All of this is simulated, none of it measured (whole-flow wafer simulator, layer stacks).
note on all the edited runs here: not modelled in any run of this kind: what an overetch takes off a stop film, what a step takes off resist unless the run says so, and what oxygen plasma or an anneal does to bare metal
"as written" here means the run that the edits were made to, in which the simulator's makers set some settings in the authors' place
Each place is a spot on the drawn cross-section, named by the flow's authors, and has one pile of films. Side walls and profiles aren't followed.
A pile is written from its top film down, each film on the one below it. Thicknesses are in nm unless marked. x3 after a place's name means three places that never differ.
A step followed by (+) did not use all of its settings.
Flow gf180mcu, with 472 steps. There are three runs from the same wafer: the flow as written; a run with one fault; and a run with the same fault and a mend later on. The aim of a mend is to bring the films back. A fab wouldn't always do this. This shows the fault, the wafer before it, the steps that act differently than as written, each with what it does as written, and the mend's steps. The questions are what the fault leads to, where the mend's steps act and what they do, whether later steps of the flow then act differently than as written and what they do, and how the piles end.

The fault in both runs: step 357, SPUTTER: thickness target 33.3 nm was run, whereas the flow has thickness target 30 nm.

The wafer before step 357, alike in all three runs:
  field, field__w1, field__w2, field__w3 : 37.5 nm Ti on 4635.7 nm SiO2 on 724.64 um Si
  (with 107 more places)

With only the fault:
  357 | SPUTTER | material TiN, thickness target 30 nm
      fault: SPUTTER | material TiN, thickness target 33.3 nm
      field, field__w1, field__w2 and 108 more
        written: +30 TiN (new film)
        fault: +33.3 TiN (new film)
  Steps further on in the flow that do not act as written (1 other step is not shown; it differs only slightly, by no more than 2% or 0.5 nm, whichever is larger):
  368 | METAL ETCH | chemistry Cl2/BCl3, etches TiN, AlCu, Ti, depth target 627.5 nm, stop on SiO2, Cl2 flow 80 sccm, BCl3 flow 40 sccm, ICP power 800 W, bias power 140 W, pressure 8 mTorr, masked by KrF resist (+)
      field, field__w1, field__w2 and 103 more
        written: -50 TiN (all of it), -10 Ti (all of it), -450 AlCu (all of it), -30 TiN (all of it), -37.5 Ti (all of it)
        fault: -50 TiN (all of it), -10 Ti (all of it), -450 AlCu (all of it), -33.3 TiN (all of it), -37.5 Ti (all of it)
  The piles end different from the flow's at field__w8, contact, m1, m1__w1, m1_nw by more than 2% or 0.5 nm, whichever is larger.
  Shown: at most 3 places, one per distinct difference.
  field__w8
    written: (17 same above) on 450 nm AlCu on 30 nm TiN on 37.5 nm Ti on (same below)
    fault: (17 same above) on 450 nm AlCu on 33.3 nm TiN on 37.5 nm Ti on (same below)
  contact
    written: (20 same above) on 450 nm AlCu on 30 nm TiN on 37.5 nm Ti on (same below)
    fault: (20 same above) on 450 nm AlCu on 33.3 nm TiN on 37.5 nm Ti on (same below)

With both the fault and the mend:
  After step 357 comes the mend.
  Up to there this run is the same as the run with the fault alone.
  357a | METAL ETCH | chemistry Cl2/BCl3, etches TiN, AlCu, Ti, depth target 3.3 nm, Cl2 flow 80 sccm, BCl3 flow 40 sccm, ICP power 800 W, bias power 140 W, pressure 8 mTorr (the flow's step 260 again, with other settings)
      field, field__w1, field__w2 and 108 more
        -3.3 TiN
  Every later step of the flow that is run acts as written at every place that is followed.
  By the end, the piles equal the flow's at every place that both follow.
